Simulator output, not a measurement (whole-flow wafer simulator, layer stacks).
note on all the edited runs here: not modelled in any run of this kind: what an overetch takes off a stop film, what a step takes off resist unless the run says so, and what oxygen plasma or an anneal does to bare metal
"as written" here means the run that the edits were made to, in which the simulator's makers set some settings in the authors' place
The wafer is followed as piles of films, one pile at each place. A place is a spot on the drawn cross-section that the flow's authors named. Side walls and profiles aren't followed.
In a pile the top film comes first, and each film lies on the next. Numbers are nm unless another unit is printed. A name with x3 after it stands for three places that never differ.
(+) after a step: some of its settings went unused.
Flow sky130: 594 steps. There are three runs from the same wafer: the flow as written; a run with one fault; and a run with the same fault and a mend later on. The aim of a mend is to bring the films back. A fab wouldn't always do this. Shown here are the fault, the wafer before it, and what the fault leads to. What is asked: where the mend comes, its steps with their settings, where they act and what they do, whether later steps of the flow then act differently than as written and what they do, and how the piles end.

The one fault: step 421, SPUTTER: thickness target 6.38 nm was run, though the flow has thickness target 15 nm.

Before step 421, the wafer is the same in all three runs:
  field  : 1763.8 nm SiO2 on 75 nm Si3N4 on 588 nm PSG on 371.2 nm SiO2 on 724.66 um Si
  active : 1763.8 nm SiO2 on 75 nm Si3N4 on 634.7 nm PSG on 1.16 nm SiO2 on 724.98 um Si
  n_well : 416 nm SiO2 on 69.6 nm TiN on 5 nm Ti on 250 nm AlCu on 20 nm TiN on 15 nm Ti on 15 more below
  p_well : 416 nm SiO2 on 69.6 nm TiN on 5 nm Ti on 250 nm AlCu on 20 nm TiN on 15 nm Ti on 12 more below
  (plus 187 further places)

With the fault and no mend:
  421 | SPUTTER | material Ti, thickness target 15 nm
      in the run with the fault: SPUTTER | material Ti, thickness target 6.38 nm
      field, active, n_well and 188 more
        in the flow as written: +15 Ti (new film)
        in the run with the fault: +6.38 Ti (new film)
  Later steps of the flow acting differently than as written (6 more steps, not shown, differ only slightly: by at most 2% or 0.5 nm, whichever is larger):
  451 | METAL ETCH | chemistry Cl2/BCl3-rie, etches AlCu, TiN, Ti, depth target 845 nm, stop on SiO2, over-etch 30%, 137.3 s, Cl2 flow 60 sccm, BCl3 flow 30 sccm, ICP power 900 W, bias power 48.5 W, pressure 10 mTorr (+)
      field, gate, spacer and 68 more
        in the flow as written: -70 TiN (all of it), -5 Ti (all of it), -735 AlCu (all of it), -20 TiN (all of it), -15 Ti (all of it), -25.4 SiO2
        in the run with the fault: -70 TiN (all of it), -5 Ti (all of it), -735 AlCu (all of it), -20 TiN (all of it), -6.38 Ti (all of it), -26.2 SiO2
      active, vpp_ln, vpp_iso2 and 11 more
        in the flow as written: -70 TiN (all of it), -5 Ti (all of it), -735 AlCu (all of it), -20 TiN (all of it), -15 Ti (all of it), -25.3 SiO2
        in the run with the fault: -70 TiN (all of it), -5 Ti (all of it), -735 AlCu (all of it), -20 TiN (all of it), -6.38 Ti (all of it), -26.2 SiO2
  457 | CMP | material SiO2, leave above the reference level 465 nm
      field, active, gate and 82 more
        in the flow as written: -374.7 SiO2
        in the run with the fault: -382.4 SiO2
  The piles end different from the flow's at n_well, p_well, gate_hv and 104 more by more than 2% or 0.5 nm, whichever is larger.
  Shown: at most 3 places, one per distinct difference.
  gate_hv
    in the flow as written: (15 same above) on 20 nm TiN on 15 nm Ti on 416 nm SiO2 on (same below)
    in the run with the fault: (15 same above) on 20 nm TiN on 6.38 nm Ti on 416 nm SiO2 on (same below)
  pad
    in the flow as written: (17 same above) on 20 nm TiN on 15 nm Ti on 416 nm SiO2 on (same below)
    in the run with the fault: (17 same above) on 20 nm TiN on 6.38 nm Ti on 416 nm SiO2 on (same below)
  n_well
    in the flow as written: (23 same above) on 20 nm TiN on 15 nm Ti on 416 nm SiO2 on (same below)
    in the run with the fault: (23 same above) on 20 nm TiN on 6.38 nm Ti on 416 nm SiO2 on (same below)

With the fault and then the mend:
  After step 421 comes the mend.
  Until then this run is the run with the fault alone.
  421a | SPUTTER | material Ti, thickness target 8.62 nm (a further turn of the flow's step 421, with different settings)
      field, active, n_well and 188 more
        +8.62 Ti
  Every later step of the flow that is run acts as written at every place that is followed.
  The piles end the same as the flow's at every place that both follow.
